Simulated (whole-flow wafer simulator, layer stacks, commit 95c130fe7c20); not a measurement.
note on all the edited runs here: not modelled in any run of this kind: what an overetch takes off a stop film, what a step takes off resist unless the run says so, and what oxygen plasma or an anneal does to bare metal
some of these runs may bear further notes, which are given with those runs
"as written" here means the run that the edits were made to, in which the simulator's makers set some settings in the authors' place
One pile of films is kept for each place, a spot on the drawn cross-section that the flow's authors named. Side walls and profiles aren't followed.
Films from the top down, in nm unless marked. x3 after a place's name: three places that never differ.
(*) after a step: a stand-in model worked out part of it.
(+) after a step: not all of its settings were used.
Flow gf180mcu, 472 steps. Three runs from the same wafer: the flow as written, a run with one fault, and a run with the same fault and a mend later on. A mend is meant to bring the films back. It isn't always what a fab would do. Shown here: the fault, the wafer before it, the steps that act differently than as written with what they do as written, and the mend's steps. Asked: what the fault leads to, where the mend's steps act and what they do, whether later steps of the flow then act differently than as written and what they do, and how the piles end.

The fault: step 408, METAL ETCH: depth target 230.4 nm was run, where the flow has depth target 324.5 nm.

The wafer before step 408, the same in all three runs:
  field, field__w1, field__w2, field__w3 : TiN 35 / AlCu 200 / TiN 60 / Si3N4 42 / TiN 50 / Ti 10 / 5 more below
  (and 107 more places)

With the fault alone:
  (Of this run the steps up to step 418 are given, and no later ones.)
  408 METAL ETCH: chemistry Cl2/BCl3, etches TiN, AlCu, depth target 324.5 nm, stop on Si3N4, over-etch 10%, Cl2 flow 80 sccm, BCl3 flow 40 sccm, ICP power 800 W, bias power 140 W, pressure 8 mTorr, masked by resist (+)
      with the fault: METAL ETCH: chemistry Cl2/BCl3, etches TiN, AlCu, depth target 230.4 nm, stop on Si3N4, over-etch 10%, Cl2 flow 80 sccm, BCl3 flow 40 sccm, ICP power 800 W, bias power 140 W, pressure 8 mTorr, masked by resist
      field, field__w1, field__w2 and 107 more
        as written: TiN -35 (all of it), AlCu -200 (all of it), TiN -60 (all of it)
        with the fault: TiN -35 (all of it), AlCu -195.4
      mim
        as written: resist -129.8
        with the fault: resist -92.2
  Later steps of the flow that act differently than as written (1 more step differs only slightly, by at most 2% or 0.5 nm, whichever is larger, and isn't shown):
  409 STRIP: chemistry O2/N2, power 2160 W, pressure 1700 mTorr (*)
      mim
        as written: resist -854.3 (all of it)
        with the fault: resist -892 (all of it)
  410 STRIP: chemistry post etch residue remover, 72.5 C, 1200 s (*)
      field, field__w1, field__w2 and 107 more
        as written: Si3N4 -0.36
        with the fault: AlCu -4.6 (all of it), TiN -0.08
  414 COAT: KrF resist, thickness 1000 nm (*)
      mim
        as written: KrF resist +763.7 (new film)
        with the fault: KrF resist +810.1 (new film)
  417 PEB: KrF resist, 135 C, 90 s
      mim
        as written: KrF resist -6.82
        with the fault: KrF resist -7.56
  After step 418 the piles differ from the flow's by more than 2% or 0.5 nm, whichever is larger, at field, field__w1, field__w2 and 109 more.
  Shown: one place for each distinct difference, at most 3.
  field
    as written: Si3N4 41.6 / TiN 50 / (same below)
    with the fault: TiN 59.9 / Si3N4 42 / TiN 50 / (same below)
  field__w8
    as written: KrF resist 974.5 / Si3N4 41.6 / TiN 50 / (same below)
    with the fault: KrF resist 974.5 / TiN 59.9 / Si3N4 42 / TiN 50 / (same below)
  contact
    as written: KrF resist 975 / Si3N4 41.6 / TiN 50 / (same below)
    with the fault: KrF resist 974.9 / TiN 59.9 / Si3N4 42 / TiN 50 / (same below)

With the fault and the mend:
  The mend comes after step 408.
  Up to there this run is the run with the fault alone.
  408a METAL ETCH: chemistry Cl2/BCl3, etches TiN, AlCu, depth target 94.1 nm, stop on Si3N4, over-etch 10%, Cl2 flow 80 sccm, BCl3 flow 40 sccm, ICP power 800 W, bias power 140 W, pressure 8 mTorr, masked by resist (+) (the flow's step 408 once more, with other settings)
      field, field__w1, field__w2 and 107 more
        AlCu -4.6 (all of it), TiN -60 (all of it)
      mim
        resist -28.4
  No later step of the flow acts differently than as written, at any place that is followed, by more than 2% or 0.5 nm, whichever is larger.
  At the end the piles are the same as the flow's at every place that both follow.
